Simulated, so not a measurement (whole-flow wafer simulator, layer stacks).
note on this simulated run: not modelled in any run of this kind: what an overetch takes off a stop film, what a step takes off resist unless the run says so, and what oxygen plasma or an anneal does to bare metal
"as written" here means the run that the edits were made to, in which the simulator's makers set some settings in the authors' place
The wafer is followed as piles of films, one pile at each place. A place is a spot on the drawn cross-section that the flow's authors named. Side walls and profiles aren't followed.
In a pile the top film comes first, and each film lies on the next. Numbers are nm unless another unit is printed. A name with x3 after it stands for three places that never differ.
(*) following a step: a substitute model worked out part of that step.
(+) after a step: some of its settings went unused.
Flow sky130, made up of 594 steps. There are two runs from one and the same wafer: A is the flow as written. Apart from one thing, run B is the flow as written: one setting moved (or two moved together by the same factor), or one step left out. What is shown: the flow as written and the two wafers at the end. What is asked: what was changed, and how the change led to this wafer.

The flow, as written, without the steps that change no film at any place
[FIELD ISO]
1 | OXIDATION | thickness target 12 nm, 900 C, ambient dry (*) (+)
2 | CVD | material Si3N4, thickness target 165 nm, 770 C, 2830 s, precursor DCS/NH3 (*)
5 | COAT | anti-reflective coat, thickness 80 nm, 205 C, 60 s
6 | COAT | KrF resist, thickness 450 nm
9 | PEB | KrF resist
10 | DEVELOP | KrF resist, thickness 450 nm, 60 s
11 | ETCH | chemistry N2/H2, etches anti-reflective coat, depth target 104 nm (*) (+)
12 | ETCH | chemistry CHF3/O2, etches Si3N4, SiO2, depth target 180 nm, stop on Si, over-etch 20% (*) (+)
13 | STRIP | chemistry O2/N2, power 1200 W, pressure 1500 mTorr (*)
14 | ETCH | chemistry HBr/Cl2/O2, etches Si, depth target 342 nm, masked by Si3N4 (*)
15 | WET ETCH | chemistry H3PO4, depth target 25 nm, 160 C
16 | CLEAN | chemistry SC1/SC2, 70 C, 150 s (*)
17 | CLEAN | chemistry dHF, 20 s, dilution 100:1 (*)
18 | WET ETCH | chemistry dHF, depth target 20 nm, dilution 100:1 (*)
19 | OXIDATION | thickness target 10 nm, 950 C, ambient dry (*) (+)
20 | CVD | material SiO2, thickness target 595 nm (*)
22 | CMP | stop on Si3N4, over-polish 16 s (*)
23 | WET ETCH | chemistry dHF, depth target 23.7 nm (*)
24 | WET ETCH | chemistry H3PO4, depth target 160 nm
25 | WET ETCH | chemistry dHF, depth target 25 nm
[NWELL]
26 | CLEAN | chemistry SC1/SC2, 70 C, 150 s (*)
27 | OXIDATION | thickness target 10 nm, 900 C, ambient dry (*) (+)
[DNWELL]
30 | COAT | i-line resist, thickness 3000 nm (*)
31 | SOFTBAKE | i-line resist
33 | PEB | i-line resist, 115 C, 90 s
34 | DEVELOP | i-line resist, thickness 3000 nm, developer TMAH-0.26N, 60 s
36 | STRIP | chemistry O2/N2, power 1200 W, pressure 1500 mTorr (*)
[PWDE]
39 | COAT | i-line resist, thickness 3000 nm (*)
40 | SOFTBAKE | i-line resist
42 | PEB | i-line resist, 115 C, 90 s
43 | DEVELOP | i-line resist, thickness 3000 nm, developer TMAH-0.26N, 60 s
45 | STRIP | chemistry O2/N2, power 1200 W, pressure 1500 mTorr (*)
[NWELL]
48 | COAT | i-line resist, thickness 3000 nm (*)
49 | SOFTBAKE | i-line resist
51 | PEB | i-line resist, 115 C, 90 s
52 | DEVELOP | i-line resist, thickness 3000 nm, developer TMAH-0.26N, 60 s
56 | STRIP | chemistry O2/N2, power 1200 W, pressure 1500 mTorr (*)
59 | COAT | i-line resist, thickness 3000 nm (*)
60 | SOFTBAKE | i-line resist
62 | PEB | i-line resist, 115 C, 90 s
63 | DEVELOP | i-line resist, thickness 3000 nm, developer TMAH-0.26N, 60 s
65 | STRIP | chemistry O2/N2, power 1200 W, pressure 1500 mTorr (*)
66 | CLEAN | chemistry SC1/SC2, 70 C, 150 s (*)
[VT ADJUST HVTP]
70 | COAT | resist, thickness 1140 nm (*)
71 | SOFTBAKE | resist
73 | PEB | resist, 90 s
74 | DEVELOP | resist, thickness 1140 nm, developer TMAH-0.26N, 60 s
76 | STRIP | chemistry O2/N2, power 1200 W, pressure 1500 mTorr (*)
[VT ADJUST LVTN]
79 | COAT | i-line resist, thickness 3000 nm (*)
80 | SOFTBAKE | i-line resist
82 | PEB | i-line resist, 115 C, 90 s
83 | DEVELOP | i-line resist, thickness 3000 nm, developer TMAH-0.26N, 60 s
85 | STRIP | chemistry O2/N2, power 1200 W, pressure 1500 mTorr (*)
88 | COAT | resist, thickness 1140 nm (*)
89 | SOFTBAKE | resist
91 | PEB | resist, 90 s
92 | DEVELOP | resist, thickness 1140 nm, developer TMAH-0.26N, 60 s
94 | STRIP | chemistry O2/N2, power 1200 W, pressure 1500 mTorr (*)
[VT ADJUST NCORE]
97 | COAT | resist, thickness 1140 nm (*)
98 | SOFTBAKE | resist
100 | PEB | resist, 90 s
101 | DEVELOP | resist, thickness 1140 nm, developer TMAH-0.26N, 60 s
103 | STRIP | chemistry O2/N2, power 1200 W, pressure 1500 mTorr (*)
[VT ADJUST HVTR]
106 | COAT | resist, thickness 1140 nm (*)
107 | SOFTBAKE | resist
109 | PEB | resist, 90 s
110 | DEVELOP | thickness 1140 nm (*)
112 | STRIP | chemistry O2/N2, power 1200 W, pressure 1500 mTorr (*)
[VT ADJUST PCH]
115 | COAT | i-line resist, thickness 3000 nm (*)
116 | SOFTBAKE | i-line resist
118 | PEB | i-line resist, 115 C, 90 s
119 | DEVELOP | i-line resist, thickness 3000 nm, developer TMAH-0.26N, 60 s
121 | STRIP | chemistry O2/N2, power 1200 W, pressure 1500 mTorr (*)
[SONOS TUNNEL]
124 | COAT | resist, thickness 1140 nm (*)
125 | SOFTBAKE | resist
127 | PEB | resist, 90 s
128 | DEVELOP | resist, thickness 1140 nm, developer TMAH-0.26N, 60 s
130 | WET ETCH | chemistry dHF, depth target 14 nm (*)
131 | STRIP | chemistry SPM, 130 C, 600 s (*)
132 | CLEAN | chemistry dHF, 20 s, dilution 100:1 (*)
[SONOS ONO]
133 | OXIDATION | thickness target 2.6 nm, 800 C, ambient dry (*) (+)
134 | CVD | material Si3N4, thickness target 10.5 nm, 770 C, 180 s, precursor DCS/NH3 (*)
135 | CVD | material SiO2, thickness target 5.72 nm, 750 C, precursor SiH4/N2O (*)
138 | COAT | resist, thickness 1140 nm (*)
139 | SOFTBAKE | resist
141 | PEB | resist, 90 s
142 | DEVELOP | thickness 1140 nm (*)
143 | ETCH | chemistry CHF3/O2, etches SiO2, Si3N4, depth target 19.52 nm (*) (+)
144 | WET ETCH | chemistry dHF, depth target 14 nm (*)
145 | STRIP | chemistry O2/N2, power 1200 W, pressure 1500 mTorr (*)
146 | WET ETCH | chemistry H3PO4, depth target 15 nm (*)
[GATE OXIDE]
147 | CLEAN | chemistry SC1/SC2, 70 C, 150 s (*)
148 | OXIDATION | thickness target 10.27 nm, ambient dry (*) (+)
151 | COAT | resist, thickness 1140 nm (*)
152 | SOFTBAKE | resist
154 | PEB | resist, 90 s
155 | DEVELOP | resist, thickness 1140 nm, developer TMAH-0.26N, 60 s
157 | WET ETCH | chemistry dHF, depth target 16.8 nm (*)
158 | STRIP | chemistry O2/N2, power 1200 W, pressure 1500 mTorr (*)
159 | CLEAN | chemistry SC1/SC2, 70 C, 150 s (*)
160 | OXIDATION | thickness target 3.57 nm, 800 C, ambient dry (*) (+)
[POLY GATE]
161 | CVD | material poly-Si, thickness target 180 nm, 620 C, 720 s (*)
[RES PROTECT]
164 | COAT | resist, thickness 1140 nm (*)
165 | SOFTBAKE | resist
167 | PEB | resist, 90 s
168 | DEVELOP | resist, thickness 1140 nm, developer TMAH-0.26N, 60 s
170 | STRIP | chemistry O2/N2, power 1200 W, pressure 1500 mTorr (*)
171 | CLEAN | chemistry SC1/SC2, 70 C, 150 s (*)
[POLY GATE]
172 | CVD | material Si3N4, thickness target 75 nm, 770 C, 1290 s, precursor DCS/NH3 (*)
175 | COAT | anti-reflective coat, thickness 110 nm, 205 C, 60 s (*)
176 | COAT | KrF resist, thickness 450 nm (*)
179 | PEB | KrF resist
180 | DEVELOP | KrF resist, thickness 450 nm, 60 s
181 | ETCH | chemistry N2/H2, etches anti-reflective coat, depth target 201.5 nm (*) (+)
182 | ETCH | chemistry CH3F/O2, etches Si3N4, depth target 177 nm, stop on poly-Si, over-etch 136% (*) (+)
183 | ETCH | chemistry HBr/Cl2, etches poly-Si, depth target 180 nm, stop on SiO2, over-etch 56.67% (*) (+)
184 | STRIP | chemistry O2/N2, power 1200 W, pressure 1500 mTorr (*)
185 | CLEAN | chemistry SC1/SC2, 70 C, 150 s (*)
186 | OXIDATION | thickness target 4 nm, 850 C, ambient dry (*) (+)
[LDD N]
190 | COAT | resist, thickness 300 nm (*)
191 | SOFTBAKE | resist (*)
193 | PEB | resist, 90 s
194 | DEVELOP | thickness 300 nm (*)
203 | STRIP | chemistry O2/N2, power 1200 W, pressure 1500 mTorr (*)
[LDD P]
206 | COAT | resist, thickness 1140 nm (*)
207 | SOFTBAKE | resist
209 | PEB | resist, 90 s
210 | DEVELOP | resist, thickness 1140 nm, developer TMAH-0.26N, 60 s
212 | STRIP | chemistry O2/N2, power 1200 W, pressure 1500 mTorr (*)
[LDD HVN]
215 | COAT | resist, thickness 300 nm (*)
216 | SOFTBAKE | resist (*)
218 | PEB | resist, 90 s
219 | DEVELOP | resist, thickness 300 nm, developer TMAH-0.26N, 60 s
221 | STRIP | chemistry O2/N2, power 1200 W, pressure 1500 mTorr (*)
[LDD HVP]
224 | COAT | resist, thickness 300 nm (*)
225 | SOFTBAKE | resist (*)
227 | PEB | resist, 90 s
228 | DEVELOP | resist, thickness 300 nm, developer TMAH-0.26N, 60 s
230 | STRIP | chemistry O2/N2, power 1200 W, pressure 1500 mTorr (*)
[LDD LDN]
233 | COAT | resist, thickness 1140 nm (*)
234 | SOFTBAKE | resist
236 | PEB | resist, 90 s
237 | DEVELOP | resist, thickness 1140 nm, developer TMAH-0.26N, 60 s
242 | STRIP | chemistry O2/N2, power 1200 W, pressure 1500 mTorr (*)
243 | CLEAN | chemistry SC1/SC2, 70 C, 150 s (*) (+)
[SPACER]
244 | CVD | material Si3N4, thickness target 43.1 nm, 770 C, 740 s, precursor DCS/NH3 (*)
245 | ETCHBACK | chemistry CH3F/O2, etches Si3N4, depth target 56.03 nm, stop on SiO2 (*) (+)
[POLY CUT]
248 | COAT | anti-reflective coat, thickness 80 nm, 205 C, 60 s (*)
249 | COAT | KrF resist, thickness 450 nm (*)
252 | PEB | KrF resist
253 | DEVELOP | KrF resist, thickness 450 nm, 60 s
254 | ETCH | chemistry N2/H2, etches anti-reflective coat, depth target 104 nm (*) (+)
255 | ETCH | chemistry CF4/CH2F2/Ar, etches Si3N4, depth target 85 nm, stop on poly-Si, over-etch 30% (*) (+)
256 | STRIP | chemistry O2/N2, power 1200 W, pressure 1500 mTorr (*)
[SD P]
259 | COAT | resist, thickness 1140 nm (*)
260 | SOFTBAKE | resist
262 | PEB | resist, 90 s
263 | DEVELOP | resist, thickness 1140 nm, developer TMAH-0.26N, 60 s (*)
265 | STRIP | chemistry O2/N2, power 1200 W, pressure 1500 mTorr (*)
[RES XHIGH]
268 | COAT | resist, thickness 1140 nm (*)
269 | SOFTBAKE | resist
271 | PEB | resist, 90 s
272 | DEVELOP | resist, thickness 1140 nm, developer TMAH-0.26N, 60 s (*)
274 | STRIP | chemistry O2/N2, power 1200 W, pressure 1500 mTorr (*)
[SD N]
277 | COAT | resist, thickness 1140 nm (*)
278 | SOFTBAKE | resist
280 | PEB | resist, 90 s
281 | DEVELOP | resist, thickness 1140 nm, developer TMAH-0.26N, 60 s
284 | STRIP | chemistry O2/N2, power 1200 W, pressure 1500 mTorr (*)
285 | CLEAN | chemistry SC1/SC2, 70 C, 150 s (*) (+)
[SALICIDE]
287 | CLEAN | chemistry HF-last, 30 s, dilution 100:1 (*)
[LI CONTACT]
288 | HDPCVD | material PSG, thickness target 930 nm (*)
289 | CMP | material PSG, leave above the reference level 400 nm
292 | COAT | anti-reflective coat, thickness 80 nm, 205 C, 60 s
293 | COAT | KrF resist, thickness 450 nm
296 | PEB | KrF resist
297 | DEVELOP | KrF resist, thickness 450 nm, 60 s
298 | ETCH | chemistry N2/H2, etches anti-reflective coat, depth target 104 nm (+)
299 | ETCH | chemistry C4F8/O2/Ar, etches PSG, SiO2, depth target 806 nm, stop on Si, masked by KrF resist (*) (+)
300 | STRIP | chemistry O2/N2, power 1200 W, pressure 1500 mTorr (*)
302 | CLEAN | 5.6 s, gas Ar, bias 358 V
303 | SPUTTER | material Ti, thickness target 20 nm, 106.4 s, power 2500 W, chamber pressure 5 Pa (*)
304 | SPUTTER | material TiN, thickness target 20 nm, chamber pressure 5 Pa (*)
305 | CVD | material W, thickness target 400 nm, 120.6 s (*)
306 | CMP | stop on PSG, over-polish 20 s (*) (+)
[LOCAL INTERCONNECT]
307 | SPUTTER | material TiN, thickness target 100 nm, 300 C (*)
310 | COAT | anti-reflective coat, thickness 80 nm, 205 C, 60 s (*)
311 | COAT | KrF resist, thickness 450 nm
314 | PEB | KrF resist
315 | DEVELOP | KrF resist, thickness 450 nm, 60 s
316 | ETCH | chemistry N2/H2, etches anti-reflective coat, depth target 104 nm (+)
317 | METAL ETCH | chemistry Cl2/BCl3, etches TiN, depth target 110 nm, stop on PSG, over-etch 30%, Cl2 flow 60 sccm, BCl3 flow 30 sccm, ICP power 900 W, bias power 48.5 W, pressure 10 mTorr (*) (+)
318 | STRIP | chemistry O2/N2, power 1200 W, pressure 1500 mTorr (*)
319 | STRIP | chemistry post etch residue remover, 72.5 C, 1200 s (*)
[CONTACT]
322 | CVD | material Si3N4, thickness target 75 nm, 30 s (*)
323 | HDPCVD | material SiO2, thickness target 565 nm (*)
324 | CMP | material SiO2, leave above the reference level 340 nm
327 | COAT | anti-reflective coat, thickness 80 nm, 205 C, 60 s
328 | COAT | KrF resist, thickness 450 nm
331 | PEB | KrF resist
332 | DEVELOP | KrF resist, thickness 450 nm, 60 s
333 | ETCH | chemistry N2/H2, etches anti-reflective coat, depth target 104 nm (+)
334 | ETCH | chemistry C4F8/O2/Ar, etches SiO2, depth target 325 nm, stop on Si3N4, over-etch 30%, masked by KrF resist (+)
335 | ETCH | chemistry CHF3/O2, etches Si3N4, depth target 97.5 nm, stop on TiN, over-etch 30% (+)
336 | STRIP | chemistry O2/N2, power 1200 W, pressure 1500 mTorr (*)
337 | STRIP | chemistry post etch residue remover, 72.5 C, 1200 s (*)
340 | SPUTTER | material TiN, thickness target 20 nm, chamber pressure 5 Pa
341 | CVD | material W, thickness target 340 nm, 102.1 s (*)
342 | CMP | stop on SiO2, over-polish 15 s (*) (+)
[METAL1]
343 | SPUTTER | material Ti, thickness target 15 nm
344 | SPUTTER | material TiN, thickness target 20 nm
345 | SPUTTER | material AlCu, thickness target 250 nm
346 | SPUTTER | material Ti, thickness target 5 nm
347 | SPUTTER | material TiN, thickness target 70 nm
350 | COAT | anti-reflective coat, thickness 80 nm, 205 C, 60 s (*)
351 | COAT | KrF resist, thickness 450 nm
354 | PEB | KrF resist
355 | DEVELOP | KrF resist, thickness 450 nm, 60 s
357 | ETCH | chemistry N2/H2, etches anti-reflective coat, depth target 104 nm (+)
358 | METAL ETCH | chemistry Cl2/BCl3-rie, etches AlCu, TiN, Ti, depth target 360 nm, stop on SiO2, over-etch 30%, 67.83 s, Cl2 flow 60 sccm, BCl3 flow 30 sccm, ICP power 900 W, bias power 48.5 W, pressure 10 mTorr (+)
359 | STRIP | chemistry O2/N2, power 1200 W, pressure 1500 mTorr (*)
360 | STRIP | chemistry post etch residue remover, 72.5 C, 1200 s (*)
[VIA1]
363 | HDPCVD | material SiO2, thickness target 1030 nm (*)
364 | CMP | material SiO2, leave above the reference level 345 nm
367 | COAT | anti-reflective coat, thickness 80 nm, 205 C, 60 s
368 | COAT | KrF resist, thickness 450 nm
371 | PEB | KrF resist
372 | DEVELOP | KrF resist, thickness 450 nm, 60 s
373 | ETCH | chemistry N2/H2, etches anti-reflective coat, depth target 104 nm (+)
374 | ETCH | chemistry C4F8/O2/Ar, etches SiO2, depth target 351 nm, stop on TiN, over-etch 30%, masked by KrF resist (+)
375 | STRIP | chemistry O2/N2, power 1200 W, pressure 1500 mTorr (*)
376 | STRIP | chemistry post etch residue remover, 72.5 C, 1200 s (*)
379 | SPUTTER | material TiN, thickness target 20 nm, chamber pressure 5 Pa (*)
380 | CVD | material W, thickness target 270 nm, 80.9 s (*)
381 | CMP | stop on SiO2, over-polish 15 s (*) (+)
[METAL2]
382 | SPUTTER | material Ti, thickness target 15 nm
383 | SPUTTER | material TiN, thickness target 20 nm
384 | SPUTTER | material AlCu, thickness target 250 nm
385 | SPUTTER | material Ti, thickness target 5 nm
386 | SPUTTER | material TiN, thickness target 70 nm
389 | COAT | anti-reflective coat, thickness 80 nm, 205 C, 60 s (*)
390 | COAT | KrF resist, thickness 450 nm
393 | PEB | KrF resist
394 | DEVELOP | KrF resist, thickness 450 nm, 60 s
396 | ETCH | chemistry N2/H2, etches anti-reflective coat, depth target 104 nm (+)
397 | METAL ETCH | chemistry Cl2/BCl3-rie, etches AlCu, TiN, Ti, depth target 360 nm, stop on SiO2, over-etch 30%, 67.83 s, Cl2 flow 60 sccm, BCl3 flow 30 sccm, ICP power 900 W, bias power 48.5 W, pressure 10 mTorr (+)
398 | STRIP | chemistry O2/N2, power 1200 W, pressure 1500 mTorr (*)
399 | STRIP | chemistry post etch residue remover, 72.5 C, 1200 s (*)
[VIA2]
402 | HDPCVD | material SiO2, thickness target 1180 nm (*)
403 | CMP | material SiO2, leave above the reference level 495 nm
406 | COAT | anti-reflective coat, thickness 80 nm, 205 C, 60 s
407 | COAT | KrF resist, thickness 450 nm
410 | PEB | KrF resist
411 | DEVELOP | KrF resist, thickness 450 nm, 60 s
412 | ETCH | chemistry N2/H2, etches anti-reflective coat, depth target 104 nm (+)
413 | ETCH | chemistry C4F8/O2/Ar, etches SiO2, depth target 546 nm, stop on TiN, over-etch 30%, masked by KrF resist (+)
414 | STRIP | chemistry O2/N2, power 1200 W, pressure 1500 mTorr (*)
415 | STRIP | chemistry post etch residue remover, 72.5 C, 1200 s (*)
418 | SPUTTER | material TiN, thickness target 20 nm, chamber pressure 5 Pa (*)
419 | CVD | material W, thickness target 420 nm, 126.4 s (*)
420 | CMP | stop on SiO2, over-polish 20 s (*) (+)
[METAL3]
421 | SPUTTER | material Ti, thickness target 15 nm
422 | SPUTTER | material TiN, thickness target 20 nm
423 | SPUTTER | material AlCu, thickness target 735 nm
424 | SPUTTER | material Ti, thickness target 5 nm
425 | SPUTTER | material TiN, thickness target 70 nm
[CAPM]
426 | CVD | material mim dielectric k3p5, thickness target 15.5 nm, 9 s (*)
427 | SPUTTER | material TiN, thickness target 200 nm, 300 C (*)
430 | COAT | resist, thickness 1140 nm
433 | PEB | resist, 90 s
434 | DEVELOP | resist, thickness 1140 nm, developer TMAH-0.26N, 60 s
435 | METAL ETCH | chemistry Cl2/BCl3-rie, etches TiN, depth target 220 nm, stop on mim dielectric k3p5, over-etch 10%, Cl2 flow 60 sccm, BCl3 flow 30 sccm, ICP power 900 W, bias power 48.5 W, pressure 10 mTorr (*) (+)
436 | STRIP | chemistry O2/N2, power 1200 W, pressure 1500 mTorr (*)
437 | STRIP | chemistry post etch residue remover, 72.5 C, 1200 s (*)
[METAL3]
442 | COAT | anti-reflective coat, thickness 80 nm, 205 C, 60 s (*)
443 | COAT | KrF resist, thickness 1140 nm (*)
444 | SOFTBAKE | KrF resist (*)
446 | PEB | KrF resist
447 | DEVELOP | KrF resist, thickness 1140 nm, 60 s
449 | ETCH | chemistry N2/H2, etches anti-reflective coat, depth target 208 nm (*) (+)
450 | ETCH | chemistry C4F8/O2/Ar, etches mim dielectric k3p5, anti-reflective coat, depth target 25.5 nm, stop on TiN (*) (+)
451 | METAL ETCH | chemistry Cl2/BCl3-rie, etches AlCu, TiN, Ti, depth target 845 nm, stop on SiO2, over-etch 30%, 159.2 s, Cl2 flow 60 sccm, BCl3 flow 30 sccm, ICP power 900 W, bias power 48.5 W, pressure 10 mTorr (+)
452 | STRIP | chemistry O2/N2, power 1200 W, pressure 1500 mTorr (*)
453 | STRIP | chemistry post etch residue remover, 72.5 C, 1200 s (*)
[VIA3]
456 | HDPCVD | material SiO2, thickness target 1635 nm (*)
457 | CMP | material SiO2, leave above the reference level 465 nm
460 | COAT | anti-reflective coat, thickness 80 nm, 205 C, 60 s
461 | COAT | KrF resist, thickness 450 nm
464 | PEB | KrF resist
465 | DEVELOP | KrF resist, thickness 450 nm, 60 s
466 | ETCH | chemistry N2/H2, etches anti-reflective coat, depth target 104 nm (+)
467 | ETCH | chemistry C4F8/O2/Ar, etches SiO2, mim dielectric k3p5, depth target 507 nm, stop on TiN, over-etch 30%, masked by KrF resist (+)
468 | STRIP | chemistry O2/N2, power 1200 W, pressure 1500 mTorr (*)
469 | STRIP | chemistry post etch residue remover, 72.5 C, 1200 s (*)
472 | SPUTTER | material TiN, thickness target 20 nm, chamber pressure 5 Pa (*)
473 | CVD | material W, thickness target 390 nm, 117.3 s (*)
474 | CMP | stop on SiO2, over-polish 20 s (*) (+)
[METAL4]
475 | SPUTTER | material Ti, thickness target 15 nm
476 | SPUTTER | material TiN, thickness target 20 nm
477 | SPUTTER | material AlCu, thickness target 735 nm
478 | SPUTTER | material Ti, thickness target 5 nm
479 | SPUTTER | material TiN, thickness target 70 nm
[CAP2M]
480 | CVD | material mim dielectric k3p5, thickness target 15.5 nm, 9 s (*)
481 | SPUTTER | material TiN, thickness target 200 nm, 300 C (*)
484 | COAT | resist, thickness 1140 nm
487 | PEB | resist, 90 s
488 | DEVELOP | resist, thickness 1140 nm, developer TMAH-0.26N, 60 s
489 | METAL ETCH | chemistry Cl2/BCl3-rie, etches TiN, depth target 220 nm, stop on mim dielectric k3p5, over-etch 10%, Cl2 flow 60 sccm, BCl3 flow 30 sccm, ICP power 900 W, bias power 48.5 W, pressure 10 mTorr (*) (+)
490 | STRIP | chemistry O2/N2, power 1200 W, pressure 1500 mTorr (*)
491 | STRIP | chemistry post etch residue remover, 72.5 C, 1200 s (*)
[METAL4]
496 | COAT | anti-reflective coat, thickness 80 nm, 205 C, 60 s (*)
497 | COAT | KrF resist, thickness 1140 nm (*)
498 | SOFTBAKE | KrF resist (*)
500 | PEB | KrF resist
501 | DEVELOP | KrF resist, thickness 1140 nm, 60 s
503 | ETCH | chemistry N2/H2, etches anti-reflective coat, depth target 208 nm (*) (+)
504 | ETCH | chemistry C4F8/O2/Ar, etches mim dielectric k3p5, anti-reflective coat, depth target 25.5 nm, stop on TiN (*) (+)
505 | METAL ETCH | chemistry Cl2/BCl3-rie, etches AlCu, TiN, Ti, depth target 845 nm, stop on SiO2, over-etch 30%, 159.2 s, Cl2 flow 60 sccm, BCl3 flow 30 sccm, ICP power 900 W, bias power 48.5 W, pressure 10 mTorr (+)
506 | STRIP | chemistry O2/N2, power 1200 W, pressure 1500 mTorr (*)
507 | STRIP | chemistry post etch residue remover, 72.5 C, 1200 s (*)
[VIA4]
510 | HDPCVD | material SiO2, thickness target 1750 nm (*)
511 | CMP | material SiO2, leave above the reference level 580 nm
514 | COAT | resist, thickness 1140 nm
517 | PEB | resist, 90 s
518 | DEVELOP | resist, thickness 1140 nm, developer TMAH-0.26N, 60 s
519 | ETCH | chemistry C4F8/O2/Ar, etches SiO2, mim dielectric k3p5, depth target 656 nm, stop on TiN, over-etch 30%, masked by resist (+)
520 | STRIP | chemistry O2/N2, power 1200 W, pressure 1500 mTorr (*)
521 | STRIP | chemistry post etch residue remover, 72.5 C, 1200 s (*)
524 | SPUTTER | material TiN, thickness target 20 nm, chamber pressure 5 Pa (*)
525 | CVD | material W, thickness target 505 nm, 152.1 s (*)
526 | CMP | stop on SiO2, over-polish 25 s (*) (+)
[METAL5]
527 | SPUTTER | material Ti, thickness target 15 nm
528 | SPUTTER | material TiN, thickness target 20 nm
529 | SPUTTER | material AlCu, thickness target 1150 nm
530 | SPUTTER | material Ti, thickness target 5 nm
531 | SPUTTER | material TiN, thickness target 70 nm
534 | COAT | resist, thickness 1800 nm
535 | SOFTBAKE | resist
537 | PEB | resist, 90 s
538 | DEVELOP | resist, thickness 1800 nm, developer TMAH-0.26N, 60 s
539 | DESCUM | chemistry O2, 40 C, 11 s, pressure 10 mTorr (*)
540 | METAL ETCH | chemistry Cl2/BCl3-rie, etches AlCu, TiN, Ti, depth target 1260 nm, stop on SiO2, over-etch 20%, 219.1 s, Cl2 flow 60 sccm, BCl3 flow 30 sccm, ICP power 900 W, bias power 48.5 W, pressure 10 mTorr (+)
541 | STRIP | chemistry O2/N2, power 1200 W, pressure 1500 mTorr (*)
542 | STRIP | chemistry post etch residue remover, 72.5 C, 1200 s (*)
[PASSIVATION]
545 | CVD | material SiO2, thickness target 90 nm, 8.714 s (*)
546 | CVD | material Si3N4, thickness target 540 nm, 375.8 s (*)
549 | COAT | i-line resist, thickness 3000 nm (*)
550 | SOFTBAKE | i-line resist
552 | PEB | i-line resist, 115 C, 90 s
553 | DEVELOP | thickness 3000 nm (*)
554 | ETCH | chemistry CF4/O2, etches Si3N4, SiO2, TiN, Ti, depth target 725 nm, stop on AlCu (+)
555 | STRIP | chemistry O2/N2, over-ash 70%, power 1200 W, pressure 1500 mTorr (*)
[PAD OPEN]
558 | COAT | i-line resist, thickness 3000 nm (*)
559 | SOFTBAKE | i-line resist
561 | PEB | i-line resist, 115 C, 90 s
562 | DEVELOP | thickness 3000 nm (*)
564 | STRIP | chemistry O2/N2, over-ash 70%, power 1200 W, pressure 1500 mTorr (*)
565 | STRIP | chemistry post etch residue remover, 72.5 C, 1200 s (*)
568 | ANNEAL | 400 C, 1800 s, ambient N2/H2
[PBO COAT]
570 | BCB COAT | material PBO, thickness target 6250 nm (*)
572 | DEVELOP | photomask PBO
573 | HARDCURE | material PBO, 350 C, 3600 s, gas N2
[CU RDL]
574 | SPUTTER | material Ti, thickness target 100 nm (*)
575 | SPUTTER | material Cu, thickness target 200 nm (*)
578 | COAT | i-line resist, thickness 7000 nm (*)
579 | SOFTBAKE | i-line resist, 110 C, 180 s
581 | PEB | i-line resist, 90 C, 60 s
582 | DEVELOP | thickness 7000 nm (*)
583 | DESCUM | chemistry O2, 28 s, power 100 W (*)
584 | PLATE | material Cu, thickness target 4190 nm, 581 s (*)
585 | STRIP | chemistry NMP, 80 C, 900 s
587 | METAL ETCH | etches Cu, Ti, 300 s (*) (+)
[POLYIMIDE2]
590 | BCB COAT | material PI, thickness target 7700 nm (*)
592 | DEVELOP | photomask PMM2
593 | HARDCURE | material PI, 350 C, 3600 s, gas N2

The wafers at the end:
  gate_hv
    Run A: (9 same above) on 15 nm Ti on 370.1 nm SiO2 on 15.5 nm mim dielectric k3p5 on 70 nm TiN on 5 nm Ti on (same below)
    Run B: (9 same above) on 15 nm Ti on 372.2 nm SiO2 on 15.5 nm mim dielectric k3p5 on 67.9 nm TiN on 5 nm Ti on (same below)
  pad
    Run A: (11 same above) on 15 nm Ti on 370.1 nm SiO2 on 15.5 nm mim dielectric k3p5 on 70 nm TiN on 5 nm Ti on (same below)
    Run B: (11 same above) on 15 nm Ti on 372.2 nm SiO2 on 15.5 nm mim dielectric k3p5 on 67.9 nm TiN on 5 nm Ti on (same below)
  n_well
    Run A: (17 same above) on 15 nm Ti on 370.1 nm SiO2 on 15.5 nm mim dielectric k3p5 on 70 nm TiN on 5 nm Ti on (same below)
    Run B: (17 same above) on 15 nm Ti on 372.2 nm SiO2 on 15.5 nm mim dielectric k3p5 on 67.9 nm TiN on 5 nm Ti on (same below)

Cause: step 425, SPUTTER: thickness target 67.9 nm was run, while the flow as written has thickness target 70 nm.
The wafer lets one read it off: gate_hv has TiN 67.9, and step 425 as written asks for 70 nm.

The path from the change to this, step by step:
  425 | SPUTTER | material TiN, thickness target 70 nm
      field, active, n_well and 188 more: A +70 TiN (new film) | B +67.9 TiN (new film)
  451 | METAL ETCH | chemistry Cl2/BCl3-rie, etches AlCu, TiN, Ti, depth target 845 nm, stop on SiO2, over-etch 30%, 159.2 s, Cl2 flow 60 sccm, BCl3 flow 30 sccm, ICP power 900 W, bias power 48.5 W, pressure 10 mTorr (+)
      field, active, gate and 69 more: A -70 TiN (all of it), -5 Ti (all of it), -735 AlCu (all of it), -20 TiN (all of it), -15 Ti (all of it), -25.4 SiO2 | B -67.9 TiN (all of it), -5 Ti (all of it), -735 AlCu (all of it), -20 TiN (all of it), -15 Ti (all of it), -25.6 SiO2
      vpp_ln, vpp_iso2, ndiff_ln and 10 more: A -70 TiN (all of it), -5 Ti (all of it), -735 AlCu (all of it), -20 TiN (all of it), -15 Ti (all of it), -25.3 SiO2 | B -67.9 TiN (all of it), -5 Ti (all of it), -735 AlCu (all of it), -20 TiN (all of it), -15 Ti (all of it), -25.6 SiO2
